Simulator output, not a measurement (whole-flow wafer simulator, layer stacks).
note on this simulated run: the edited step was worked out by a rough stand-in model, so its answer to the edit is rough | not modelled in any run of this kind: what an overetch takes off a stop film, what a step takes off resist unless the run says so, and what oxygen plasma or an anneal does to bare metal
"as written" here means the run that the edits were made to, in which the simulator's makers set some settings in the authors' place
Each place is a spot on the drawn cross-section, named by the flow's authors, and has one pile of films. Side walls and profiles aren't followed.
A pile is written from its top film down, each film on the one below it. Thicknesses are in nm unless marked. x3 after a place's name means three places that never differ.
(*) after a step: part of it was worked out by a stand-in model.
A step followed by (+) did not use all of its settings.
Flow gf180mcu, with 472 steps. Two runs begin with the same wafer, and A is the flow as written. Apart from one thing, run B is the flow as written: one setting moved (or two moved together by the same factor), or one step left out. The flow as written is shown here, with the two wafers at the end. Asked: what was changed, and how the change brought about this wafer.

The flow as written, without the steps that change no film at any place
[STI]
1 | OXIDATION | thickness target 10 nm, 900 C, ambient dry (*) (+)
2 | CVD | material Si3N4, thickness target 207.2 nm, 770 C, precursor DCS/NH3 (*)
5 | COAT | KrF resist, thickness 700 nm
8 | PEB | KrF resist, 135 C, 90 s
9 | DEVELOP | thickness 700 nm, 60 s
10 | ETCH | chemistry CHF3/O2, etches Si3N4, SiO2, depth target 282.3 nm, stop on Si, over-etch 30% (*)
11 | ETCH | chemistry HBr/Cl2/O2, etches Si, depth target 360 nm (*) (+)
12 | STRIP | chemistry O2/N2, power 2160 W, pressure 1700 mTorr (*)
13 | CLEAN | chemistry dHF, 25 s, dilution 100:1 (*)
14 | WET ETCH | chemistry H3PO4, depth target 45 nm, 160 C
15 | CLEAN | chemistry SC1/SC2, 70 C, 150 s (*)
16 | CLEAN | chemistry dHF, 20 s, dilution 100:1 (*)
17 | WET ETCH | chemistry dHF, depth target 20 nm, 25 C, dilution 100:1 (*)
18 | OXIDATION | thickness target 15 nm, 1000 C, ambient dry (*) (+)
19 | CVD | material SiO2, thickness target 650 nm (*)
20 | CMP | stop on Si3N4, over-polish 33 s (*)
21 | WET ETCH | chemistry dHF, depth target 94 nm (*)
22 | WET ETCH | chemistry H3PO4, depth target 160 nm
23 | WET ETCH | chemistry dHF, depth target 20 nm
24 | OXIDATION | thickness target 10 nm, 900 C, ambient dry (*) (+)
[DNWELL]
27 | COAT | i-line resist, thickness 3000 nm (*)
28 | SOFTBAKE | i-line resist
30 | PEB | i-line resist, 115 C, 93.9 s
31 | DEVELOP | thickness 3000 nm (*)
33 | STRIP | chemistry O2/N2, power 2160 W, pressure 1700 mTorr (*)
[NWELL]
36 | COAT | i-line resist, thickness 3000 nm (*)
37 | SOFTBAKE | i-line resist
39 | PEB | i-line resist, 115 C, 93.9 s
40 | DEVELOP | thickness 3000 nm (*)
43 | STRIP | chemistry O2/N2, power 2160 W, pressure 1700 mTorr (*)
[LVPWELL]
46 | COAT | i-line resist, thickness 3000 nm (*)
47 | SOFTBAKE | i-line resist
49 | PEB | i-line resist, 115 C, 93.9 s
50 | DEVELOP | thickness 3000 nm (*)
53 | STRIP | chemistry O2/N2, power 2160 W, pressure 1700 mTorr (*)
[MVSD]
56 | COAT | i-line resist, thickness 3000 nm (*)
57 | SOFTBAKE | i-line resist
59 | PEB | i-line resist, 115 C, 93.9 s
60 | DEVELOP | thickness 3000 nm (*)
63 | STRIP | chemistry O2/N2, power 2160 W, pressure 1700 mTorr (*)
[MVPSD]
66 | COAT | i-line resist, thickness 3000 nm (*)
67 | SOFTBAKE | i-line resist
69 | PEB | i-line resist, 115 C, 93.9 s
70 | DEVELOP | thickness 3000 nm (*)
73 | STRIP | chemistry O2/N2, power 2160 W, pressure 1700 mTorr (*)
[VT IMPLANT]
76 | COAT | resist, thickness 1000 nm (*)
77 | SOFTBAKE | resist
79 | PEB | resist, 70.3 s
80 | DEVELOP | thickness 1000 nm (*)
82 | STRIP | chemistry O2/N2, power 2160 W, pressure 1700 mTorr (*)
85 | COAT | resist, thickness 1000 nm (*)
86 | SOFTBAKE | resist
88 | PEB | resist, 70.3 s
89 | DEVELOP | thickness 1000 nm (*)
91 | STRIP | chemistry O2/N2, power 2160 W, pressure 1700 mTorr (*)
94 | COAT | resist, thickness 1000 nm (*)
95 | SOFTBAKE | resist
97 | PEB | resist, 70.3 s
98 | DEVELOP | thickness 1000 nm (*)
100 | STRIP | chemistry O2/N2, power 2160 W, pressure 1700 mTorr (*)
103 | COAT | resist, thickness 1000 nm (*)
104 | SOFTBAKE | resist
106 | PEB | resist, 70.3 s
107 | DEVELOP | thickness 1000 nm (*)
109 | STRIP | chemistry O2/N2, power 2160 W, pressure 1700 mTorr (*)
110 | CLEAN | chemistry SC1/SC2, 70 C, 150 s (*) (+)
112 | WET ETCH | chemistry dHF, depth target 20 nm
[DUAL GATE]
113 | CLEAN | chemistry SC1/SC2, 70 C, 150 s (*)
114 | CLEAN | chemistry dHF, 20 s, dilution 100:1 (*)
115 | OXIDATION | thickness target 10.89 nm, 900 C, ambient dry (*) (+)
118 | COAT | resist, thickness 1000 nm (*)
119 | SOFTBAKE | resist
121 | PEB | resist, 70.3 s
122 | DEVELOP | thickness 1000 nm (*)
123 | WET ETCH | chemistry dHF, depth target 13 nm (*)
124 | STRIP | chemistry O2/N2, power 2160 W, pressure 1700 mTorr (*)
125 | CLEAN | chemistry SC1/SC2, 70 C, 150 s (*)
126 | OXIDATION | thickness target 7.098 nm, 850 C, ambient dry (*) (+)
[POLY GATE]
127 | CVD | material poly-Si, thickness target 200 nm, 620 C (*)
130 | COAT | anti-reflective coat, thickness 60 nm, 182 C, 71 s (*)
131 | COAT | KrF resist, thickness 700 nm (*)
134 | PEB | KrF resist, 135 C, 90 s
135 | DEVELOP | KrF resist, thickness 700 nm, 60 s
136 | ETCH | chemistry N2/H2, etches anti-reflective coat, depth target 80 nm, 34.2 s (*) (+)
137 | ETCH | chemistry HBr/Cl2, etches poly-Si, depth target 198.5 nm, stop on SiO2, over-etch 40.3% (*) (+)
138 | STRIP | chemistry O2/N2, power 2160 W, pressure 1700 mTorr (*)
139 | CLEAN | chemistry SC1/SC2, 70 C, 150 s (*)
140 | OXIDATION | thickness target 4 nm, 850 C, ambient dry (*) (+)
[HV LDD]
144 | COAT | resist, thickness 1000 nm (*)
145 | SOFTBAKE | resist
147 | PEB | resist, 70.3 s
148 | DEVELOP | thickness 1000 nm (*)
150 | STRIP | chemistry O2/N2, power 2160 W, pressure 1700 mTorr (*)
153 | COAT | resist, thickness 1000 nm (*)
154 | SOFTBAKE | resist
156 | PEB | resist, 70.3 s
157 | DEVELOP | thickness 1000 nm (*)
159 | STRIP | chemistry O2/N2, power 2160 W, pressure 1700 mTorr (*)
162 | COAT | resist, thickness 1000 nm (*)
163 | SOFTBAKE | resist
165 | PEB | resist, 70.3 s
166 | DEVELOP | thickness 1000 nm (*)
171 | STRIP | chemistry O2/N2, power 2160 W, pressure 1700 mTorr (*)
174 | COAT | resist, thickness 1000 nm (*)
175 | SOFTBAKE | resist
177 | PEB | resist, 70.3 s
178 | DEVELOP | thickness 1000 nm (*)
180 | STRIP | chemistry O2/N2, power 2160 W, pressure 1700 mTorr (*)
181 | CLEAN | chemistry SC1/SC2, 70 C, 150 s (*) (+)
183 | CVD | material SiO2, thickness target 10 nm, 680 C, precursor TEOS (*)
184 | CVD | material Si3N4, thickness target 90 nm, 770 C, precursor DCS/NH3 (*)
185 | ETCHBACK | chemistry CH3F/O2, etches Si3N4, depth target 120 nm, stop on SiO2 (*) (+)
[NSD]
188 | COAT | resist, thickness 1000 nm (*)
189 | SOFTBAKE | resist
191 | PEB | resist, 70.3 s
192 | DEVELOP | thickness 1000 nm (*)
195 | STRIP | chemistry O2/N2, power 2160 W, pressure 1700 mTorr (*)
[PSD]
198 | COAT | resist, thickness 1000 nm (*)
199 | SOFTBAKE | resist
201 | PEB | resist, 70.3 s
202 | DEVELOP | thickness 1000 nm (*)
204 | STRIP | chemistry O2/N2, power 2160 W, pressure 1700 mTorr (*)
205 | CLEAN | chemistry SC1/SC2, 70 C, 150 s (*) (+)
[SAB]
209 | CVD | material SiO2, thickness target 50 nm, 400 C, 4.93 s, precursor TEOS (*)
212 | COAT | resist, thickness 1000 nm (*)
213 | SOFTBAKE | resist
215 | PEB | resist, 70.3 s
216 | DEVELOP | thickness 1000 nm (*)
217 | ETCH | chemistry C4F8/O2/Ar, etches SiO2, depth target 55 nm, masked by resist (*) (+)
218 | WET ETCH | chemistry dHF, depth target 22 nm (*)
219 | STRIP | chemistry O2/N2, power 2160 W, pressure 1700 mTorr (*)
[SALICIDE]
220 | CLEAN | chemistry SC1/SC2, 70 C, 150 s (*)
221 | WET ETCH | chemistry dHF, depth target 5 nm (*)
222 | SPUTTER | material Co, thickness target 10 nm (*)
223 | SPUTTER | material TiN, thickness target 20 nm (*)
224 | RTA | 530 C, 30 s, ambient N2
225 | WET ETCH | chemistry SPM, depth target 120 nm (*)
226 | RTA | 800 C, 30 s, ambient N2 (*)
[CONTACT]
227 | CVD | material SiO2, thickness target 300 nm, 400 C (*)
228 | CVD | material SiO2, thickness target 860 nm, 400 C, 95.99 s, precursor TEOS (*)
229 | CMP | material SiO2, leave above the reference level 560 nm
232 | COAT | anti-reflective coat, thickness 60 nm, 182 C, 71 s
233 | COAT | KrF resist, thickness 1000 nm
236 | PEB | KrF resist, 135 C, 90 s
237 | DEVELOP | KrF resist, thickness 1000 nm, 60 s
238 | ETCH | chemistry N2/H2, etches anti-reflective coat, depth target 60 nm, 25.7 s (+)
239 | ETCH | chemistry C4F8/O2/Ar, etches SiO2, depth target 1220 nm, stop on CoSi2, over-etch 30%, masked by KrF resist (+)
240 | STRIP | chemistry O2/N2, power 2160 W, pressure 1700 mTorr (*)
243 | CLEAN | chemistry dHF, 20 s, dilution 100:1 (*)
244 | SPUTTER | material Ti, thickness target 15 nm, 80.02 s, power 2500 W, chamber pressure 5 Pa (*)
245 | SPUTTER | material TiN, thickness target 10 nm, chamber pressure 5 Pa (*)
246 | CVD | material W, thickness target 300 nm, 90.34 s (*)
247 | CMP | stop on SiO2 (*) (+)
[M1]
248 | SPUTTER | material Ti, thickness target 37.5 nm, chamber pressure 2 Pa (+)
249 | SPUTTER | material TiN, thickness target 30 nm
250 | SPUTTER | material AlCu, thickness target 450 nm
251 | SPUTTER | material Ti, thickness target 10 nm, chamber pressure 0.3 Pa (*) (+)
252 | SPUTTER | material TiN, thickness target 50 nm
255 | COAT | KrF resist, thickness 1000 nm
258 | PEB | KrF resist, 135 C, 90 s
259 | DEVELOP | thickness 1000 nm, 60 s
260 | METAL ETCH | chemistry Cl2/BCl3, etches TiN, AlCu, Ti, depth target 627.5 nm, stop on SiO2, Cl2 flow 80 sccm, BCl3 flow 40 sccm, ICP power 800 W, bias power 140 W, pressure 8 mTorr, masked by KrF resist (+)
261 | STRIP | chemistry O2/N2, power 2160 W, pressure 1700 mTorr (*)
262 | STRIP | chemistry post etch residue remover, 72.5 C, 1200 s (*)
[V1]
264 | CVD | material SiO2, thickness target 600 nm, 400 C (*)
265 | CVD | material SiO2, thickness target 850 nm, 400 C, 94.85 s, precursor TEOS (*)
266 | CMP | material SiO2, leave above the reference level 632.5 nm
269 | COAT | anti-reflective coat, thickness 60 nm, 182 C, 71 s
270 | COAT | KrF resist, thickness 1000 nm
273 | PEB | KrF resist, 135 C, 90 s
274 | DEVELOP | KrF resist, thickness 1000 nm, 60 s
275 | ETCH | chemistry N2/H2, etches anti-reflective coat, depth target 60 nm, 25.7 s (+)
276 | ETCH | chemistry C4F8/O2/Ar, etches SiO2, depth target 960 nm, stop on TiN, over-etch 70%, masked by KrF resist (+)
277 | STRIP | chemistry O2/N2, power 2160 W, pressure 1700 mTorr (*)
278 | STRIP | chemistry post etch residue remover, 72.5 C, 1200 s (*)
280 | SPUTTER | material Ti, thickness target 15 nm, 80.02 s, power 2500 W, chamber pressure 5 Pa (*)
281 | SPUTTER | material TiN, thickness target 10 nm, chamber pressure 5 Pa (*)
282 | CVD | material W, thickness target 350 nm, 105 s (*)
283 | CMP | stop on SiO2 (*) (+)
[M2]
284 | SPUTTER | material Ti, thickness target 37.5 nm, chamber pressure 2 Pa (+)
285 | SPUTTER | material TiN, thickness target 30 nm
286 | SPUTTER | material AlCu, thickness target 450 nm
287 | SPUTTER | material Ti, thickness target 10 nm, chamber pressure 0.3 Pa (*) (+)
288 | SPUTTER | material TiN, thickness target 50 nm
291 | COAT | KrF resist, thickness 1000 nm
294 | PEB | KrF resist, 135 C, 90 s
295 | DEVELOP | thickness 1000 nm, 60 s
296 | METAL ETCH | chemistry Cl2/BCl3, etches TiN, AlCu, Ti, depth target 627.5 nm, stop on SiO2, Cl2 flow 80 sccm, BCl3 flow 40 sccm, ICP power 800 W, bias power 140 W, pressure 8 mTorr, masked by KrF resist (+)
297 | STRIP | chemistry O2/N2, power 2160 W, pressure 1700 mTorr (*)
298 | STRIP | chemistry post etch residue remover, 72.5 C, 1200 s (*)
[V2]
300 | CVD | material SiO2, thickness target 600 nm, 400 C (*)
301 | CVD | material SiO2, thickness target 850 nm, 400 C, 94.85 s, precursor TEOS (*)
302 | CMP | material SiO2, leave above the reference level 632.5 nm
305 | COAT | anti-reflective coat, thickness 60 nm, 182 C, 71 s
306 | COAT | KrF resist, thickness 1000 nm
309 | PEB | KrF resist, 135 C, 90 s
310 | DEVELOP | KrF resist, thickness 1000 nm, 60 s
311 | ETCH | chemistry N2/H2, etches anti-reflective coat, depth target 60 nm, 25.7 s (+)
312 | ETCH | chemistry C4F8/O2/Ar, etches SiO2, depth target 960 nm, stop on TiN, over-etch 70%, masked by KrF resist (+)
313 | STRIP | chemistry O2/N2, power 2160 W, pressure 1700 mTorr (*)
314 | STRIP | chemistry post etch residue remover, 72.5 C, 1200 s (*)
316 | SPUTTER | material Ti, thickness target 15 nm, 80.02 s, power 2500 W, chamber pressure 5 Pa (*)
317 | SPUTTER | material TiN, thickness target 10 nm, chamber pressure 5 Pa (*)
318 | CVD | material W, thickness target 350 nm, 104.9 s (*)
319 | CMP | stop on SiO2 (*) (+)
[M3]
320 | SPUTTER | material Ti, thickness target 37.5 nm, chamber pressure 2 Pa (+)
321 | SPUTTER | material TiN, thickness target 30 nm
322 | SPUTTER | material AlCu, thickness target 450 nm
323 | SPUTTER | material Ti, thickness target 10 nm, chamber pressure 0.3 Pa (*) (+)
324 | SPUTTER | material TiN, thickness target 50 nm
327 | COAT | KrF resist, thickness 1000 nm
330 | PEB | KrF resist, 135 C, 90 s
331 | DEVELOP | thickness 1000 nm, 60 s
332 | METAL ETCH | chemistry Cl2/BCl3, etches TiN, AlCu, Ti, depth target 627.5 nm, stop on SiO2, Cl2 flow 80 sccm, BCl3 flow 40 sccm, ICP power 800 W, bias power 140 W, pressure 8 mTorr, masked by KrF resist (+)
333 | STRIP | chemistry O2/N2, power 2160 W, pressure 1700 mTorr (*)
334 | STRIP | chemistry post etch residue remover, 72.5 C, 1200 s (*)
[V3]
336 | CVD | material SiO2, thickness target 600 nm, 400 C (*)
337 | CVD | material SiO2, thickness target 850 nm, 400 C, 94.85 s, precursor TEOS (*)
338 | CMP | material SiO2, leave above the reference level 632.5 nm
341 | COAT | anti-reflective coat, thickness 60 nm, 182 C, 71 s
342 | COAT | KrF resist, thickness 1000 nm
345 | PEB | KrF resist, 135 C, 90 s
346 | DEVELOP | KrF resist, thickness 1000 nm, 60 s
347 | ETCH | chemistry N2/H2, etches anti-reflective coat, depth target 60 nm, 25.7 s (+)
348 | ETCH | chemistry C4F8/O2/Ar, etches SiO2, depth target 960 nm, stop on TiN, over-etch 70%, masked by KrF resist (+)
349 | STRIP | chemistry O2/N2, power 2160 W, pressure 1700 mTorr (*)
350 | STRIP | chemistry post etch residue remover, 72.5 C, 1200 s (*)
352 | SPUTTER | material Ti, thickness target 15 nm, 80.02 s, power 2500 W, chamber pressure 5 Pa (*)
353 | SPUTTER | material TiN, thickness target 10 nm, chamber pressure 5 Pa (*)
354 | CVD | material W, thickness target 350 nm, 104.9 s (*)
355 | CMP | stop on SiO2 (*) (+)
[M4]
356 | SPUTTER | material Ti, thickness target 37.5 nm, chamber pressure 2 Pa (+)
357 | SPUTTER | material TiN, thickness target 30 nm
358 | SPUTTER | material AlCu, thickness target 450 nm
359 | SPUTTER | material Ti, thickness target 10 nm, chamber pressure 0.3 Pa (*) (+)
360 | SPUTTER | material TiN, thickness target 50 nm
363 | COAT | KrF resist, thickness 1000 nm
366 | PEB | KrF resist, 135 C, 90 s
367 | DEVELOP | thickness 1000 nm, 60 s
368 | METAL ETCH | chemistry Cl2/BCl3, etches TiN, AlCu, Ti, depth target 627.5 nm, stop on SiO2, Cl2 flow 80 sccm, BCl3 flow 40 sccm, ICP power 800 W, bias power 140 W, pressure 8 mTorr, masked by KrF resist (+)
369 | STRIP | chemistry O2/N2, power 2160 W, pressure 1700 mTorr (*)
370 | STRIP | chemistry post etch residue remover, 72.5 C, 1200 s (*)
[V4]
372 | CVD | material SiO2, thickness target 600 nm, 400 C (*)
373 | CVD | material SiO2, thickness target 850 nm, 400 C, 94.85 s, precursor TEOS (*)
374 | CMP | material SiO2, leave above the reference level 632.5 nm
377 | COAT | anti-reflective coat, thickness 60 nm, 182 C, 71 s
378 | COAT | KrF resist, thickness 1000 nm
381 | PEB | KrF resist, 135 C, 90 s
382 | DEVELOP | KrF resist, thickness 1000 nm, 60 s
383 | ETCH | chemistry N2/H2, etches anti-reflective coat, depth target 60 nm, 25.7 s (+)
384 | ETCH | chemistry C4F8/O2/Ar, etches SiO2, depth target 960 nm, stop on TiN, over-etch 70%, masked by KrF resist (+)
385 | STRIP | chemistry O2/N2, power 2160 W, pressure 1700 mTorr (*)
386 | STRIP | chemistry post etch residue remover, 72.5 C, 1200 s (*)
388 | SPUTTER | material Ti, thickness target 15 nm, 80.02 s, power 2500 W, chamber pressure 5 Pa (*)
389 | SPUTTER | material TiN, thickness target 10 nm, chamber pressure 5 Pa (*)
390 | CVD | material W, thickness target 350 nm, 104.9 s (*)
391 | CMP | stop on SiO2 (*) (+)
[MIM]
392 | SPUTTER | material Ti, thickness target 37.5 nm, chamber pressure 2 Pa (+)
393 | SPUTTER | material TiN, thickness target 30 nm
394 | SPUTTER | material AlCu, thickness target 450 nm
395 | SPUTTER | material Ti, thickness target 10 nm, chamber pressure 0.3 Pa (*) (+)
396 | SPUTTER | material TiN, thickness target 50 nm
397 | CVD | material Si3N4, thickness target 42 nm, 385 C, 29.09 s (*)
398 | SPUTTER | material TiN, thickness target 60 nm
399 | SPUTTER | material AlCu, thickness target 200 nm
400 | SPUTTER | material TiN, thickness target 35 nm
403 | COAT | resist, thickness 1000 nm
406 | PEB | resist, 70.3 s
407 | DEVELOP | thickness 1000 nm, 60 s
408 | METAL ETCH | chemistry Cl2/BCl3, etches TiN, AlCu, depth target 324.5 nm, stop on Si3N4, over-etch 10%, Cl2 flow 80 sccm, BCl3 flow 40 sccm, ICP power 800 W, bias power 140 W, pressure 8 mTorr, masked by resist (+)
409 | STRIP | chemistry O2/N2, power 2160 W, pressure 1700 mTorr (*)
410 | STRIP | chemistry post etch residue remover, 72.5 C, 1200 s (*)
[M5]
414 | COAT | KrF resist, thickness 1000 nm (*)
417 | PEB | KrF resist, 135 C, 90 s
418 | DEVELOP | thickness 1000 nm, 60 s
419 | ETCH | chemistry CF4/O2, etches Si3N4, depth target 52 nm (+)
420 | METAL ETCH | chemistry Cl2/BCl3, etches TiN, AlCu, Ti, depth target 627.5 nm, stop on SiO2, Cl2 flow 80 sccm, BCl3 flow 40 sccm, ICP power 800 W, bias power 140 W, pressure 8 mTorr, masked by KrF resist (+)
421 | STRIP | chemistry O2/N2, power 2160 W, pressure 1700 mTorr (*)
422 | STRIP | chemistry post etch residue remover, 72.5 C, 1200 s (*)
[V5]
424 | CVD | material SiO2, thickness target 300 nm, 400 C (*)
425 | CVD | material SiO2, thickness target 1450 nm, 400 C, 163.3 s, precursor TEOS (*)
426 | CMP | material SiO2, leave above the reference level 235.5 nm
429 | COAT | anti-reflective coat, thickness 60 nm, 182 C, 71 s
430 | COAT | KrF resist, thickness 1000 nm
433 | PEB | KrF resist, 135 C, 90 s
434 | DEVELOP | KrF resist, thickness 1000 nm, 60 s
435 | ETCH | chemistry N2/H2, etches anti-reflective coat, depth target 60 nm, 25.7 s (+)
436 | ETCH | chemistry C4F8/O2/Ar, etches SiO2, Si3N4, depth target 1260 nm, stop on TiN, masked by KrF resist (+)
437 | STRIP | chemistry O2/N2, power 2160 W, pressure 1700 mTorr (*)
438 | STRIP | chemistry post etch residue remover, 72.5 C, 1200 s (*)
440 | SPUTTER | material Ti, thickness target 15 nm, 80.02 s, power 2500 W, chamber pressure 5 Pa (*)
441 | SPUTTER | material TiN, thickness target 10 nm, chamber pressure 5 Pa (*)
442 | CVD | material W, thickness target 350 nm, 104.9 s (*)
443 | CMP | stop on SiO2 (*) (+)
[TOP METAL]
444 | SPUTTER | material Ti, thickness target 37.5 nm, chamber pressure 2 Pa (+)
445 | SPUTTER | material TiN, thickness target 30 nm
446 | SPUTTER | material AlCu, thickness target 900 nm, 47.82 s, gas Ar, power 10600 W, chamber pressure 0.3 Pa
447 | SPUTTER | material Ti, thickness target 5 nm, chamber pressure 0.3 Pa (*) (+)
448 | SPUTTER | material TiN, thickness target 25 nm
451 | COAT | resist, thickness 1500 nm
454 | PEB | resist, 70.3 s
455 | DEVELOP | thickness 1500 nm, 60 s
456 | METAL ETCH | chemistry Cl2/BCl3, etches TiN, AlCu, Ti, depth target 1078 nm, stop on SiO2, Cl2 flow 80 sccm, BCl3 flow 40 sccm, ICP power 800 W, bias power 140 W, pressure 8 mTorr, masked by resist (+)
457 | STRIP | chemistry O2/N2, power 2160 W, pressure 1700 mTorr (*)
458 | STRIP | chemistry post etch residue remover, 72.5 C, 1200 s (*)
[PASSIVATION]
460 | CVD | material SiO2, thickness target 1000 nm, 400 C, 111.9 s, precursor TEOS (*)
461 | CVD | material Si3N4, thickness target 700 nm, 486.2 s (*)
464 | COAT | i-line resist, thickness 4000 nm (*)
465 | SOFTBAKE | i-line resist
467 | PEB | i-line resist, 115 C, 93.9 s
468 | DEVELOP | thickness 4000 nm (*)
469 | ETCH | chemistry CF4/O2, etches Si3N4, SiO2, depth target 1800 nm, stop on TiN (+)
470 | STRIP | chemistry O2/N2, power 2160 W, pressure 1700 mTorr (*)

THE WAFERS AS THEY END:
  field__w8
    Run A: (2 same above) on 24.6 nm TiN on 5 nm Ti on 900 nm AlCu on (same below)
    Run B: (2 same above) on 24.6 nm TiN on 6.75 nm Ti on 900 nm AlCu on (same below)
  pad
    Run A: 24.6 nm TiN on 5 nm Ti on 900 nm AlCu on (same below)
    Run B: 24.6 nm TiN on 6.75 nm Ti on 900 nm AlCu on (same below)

Cause: step 447, SPUTTER: thickness target 6.75 nm was run, whereas the flow has thickness target 5 nm.
One can read it off the wafer: field__w8 has Ti 6.75, and step 447 as written asks for 5 nm.

How this came from the change, step by step:
  447 | SPUTTER | material Ti, thickness target 5 nm, chamber pressure 0.3 Pa (*) (+)
      field, field__w1, field__w2 and 109 more: A Ti gains 5 (new film) | B Ti gains 6.75 (new film)
  456 | METAL ETCH | chemistry Cl2/BCl3, etches TiN, AlCu, Ti, depth target 1078 nm, stop on SiO2, Cl2 flow 80 sccm, BCl3 flow 40 sccm, ICP power 800 W, bias power 140 W, pressure 8 mTorr, masked by resist (+)
      field, field__w1, field__w2 and 103 more: A TiN loses 25 (all of it), Ti loses 5 (all of it), AlCu loses 900 (all of it), TiN loses 30 (all of it), Ti loses 37.5 (all of it) | B TiN loses 25 (all of it), Ti loses 6.75 (all of it), AlCu loses 900 (all of it), TiN loses 30 (all of it), Ti loses 37.5 (all of it)
